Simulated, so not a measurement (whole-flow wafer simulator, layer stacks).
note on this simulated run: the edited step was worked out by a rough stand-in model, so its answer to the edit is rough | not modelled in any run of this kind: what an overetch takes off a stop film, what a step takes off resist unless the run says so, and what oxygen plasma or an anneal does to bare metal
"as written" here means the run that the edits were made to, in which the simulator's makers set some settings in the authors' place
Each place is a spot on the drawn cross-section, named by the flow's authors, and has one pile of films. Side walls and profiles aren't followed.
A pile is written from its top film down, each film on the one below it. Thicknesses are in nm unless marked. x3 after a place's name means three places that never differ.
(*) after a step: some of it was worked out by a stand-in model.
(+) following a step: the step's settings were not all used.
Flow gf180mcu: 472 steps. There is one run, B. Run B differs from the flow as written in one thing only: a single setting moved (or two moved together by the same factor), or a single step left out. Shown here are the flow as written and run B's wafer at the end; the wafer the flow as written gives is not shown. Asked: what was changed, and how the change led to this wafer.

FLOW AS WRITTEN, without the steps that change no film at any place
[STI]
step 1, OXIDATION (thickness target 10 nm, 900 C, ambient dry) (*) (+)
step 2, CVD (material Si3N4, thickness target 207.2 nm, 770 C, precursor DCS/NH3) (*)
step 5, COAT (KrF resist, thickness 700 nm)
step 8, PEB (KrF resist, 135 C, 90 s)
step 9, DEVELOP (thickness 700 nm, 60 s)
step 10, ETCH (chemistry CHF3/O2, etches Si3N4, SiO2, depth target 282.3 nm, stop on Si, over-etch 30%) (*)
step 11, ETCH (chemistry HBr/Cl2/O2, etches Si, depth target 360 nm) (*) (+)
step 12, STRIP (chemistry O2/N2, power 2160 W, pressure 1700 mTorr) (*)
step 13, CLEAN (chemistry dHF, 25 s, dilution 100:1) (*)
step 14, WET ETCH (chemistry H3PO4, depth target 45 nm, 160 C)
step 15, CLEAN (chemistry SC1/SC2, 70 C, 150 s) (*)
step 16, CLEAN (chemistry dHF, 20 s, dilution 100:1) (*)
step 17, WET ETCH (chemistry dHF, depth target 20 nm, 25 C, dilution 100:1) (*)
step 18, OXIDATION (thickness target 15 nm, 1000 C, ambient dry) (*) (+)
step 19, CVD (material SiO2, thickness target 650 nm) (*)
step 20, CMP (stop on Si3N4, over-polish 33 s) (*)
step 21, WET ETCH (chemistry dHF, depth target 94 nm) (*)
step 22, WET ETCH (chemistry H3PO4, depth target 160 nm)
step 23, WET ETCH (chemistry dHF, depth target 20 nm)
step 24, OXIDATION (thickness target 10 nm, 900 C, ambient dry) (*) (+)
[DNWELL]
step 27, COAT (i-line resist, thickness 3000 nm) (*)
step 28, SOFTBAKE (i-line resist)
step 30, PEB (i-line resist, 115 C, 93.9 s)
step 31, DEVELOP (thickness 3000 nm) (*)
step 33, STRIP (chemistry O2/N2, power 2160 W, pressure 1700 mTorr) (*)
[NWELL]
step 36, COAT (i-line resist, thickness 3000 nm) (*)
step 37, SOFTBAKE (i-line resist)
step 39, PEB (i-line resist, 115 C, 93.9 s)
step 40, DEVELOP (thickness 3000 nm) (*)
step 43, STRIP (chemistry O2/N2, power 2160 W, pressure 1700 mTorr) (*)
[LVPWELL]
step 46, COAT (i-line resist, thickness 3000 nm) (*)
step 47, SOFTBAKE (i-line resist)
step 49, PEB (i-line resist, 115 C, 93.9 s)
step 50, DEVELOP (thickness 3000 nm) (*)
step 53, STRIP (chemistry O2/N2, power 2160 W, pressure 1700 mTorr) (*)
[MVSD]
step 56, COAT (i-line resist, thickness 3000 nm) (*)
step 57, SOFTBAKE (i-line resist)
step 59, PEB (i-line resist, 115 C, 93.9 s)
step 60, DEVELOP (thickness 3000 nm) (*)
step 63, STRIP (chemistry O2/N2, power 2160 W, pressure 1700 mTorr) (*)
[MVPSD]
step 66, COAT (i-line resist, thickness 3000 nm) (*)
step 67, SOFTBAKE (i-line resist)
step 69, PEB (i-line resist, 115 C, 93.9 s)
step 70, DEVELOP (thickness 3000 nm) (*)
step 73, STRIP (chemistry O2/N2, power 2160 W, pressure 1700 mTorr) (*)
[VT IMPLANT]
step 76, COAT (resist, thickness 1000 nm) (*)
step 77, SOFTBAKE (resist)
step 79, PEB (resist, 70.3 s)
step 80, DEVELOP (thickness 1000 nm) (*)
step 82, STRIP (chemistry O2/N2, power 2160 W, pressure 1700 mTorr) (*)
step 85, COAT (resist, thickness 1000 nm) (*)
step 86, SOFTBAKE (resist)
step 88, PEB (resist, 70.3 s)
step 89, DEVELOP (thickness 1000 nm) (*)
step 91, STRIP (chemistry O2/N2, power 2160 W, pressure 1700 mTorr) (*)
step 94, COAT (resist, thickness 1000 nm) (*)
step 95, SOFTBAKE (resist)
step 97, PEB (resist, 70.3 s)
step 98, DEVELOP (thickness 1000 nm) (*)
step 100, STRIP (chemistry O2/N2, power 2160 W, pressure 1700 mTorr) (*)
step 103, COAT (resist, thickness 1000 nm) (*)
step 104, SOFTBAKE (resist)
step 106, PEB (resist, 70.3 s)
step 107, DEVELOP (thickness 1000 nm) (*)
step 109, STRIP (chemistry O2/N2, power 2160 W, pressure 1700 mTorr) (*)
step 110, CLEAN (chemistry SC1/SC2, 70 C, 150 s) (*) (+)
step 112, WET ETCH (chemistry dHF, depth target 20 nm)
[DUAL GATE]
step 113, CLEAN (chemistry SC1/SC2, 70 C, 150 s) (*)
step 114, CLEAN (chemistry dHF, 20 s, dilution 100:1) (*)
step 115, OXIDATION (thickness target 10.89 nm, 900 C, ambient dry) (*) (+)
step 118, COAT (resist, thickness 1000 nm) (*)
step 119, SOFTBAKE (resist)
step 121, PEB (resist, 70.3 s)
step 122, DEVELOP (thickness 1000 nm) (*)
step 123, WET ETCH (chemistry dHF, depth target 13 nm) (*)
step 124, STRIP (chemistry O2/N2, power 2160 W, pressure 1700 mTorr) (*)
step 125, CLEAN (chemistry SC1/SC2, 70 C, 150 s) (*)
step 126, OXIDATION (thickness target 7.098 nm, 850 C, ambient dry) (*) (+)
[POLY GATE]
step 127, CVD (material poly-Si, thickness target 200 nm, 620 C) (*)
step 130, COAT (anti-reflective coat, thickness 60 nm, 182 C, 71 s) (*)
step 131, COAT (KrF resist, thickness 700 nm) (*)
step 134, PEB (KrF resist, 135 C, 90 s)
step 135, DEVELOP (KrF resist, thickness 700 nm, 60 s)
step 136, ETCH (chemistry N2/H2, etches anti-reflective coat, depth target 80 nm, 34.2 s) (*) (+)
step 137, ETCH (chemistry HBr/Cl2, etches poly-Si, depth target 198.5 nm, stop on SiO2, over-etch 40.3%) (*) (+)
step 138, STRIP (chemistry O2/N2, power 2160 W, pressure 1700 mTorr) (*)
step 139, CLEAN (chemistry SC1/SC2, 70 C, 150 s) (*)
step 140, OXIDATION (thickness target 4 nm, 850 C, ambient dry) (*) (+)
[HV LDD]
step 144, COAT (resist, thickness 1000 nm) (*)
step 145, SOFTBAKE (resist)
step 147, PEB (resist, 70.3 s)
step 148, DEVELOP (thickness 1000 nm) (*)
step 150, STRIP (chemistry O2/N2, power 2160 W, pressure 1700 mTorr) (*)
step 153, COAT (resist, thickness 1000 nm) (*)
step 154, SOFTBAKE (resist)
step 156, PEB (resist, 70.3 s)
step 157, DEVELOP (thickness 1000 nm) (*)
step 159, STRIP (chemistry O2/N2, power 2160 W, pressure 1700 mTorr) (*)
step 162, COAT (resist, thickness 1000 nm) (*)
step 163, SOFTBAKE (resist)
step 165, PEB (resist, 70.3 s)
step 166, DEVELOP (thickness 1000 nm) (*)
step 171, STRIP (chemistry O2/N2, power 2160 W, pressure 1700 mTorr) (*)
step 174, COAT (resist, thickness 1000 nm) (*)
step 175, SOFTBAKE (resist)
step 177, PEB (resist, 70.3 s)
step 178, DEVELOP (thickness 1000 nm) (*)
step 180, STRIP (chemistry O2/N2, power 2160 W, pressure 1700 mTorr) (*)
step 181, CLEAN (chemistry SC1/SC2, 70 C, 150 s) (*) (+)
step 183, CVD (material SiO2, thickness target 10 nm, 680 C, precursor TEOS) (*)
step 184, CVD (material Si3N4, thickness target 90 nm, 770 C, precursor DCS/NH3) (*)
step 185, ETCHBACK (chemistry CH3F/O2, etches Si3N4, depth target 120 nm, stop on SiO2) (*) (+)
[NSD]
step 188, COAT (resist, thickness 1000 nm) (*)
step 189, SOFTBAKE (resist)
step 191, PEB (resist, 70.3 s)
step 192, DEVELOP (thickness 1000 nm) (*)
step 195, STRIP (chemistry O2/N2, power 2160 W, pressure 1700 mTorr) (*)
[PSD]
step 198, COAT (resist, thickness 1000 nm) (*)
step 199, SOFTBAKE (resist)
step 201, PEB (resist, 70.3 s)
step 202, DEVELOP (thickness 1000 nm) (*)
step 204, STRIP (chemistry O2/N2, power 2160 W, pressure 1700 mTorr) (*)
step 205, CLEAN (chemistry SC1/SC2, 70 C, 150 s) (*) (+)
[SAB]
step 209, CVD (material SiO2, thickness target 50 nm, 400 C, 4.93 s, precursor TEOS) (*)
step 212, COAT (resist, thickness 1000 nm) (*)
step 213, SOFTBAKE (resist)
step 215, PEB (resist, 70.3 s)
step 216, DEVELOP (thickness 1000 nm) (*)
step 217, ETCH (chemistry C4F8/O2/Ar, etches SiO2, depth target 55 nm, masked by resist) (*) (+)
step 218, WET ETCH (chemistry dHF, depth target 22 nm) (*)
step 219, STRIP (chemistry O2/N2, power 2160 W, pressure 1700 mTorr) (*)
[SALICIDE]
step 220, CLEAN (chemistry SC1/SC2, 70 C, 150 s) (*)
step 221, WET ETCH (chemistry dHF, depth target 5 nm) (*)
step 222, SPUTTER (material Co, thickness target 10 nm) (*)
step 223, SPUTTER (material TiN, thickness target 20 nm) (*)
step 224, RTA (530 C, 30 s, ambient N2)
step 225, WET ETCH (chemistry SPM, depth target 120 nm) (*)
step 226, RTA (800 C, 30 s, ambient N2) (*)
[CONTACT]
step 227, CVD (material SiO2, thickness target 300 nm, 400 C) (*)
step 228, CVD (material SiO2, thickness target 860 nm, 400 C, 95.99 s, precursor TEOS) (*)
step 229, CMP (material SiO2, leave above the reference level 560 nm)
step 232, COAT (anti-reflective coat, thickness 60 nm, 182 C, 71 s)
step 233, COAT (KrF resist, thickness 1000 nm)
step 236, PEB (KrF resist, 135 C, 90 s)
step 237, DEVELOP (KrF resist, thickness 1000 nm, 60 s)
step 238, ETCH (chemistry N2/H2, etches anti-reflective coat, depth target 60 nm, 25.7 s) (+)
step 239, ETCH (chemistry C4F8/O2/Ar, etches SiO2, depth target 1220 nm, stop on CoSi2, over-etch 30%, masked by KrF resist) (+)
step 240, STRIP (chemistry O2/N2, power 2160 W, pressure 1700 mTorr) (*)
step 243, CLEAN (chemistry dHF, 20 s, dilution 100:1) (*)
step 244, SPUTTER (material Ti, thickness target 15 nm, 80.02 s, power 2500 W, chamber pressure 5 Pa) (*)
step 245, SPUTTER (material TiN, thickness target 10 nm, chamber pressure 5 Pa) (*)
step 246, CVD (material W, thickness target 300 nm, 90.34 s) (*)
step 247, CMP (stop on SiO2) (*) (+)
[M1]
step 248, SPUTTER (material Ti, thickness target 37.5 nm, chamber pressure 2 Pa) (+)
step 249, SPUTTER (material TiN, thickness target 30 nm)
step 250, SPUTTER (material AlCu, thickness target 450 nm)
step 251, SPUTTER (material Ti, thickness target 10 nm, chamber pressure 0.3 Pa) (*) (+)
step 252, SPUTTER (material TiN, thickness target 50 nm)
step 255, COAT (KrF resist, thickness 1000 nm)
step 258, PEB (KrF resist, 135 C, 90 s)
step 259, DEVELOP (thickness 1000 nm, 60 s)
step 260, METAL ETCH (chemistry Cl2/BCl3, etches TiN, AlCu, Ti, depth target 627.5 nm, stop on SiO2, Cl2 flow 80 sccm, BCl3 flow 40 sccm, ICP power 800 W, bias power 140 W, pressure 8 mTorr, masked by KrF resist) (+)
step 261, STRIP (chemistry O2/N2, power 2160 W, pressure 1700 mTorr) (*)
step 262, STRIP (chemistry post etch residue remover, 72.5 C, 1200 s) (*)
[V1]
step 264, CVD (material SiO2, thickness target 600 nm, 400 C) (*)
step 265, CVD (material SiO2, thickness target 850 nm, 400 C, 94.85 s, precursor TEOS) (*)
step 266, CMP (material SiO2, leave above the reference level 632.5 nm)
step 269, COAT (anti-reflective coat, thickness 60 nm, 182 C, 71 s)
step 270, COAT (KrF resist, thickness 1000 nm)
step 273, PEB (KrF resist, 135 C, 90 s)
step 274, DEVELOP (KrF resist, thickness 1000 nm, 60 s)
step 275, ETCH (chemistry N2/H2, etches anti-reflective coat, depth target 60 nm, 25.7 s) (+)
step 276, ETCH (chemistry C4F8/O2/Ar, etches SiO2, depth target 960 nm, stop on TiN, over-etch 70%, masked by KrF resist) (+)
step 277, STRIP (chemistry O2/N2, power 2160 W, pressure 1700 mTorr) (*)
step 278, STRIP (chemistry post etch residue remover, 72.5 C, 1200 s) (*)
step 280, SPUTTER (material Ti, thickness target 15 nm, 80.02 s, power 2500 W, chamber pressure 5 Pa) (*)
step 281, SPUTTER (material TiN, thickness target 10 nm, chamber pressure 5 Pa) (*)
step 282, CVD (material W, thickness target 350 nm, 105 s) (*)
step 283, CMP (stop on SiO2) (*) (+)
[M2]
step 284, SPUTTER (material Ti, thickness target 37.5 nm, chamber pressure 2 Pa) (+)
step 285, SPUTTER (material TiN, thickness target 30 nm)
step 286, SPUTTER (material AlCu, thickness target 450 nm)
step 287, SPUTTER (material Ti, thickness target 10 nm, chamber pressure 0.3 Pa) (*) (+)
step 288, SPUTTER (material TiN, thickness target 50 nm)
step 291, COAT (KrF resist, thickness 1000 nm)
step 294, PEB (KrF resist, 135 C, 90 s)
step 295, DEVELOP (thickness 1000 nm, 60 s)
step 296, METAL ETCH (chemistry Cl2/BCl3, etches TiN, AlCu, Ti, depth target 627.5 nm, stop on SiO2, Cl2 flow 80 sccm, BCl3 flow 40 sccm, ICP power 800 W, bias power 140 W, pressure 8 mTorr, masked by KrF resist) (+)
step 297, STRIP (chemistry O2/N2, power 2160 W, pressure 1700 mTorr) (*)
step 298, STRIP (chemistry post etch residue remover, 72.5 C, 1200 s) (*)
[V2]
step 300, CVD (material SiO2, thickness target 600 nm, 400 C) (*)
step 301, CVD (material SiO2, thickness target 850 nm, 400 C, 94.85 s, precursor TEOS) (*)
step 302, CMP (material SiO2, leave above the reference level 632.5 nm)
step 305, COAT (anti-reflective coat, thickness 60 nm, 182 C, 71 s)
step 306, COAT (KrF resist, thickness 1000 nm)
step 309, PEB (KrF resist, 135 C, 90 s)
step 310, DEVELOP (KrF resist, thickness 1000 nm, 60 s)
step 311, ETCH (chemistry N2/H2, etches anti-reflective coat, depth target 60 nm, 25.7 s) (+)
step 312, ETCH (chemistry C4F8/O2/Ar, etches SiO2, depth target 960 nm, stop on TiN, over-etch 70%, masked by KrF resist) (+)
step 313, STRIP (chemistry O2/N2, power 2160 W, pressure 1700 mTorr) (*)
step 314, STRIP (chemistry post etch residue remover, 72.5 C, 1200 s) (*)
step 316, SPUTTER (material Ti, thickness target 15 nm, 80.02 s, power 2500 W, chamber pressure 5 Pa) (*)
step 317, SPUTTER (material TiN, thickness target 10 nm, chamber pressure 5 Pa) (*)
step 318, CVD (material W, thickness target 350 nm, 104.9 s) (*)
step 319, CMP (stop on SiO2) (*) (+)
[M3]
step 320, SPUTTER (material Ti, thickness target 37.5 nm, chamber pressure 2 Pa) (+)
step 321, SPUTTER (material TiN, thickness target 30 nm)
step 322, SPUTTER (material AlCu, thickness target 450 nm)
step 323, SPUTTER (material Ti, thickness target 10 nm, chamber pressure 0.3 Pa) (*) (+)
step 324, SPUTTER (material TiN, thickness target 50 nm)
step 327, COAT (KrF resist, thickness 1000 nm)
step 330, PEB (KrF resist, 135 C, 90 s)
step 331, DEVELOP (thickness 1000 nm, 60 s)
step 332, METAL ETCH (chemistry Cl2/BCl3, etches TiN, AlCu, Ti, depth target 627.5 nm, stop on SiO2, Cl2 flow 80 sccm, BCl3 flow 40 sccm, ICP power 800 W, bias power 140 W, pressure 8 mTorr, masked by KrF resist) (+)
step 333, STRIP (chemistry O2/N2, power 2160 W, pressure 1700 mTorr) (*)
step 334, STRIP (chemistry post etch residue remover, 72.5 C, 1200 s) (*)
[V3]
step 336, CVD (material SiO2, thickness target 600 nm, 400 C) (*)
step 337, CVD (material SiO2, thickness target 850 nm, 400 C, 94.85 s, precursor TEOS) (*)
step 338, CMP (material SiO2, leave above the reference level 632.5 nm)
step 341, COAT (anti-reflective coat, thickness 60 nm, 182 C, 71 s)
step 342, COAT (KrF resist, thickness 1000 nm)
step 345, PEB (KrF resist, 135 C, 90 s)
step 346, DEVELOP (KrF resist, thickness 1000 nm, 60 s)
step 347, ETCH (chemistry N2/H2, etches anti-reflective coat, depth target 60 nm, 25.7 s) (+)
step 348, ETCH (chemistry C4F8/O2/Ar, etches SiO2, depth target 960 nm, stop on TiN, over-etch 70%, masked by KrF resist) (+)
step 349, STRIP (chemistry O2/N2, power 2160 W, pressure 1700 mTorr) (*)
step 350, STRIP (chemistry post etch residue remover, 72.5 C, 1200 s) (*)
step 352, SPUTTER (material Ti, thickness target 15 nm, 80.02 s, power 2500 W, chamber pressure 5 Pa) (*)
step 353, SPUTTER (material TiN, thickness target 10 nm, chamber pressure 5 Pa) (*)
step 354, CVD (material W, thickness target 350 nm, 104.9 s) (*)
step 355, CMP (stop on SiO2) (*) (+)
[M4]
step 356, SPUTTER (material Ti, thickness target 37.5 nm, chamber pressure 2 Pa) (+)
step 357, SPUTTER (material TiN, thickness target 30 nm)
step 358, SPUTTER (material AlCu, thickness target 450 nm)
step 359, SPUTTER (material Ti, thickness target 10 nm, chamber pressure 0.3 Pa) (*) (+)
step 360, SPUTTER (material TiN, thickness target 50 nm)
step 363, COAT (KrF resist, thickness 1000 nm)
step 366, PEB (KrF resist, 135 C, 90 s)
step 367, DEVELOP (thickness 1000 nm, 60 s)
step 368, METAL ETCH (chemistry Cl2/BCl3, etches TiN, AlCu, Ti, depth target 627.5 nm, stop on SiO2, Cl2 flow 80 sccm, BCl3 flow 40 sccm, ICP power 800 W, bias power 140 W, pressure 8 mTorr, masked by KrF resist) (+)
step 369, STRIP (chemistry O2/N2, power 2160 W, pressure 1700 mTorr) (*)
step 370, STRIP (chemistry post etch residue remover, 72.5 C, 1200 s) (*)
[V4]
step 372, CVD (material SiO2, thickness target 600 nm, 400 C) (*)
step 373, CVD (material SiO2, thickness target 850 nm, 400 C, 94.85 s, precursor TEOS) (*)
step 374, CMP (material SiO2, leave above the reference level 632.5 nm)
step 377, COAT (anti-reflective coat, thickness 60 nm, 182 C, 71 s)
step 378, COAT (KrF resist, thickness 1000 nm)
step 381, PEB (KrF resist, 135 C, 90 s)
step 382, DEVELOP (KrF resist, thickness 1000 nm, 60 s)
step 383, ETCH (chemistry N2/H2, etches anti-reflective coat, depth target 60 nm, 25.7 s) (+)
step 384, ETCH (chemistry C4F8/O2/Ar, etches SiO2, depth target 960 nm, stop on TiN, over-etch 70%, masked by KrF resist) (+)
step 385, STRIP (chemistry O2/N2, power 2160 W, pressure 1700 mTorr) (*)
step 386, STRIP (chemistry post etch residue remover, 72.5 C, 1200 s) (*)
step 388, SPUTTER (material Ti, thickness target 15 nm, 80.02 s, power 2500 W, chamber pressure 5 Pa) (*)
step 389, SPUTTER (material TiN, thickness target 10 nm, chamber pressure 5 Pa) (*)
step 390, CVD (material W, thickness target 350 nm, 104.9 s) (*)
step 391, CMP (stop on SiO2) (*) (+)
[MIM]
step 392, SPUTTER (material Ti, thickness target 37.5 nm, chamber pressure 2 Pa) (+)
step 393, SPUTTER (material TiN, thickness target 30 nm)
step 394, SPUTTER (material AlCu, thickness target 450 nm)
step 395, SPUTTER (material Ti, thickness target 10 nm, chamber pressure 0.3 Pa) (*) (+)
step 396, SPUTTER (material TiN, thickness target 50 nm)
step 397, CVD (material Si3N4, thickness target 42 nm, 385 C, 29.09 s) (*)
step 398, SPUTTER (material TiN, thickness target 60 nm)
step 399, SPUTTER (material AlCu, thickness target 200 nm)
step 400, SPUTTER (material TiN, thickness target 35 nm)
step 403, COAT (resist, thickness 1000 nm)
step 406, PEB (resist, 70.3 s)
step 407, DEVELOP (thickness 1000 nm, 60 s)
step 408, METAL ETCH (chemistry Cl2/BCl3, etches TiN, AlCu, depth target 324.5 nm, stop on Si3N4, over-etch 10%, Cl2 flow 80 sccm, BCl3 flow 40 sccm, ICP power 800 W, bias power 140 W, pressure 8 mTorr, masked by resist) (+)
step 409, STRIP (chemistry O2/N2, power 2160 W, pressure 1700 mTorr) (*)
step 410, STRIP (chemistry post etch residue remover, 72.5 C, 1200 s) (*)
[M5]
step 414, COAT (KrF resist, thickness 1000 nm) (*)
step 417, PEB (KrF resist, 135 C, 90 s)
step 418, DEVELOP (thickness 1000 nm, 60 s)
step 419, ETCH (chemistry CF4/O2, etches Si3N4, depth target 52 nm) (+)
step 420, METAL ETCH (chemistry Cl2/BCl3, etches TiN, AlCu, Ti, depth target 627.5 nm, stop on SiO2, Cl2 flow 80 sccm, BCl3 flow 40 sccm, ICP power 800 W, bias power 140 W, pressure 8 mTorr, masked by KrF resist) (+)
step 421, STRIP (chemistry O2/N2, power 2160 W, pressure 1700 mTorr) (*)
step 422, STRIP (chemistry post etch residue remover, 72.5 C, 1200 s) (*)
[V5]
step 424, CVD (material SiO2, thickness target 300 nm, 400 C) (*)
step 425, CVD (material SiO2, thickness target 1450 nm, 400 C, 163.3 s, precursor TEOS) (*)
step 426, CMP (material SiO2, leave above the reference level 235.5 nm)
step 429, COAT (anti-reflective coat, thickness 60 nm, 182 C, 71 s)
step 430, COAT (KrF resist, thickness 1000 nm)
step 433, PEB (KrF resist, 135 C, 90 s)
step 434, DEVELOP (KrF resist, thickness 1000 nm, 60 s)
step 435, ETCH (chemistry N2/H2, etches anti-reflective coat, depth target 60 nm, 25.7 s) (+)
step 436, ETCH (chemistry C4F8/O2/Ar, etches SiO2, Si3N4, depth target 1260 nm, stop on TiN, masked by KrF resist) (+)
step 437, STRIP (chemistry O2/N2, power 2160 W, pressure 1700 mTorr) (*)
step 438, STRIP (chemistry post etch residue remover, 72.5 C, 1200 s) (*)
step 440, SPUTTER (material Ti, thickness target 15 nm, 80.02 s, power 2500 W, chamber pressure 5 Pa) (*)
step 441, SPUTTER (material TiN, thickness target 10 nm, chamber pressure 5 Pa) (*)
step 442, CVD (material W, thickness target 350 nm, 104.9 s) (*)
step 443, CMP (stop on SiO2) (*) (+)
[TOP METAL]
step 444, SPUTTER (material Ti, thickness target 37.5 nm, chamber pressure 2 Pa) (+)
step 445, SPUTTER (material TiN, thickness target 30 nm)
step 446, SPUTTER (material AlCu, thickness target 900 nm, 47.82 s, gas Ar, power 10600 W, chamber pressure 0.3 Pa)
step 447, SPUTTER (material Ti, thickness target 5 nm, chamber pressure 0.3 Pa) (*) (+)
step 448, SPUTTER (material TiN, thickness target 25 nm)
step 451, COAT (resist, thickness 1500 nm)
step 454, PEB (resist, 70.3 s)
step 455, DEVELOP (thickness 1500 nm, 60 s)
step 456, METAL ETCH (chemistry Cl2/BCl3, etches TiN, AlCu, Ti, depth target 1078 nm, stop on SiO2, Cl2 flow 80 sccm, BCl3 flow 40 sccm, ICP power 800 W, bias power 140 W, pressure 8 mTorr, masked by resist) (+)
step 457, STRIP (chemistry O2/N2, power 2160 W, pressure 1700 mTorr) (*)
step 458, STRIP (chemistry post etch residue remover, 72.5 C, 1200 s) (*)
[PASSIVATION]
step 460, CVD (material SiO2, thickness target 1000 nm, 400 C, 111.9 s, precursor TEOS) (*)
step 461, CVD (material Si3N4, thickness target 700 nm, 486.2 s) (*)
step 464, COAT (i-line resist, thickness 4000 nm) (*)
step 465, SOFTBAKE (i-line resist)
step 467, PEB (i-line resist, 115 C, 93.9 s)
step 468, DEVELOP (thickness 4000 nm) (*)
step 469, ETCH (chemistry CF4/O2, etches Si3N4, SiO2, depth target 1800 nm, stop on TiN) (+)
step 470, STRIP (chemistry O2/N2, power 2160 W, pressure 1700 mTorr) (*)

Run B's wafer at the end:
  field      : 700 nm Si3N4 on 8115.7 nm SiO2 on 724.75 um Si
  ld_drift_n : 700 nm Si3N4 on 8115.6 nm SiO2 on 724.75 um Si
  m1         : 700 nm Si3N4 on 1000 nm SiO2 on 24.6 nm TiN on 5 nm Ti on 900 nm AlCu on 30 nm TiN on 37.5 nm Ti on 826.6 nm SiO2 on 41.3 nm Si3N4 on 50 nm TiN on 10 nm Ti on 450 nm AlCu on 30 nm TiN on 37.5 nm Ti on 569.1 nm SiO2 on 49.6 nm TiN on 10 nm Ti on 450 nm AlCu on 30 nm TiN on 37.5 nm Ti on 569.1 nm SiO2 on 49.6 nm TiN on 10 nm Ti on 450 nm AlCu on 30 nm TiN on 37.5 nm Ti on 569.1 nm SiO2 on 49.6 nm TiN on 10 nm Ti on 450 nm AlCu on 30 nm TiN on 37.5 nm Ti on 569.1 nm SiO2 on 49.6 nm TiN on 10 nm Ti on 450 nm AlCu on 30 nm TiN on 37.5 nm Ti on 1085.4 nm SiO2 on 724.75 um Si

The reason: step 11, ETCH: depth target 248 nm was run, though the flow has depth target 360 nm.

How this came from the change, step by step:
  step 11, ETCH (chemistry HBr/Cl2/O2, etches Si, depth target 360 nm) (*) (+)
      active, n_well, p_well and 40 more: KrF resist loses 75 (as written it would have been: KrF resist loses 112.3)
      field, field_sub, sti and 34 more: Si loses 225 (as written it would have been: Si loses 337)
  step 12, STRIP (chemistry O2/N2, power 2160 W, pressure 1700 mTorr) (*)
      active, n_well, p_well and 40 more: KrF resist loses 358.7 (all of it) (as written it would have been: KrF resist loses 321.4 (all of it))
  step 19, CVD (material SiO2, thickness target 650 nm) (*)
      m1, ld_fp_n, ld_drift_n and 8 more: SiO2 gains 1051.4 (as written it would have been: SiO2 gains 1163.4)
  step 20, CMP (stop on Si3N4, over-polish 33 s) (*)
      sti, mim_1p0, pad and 11 more: SiO2 loses 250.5 (as written it would have been: SiO2 loses 138.5)
      nw_enc_fld, nw_enc_fld_lv: SiO2 loses 254.5 (as written it would have been: SiO2 loses 142.5)
      (also at 10 further places)
  step 189, SOFTBAKE (resist)
      field__w9: resist loses 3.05 (as written it would have been: resist gains 6.92)
  step 199, SOFTBAKE (resist)
      field__w9: resist loses 3.05 (as written it would have been: resist gains 6.92)
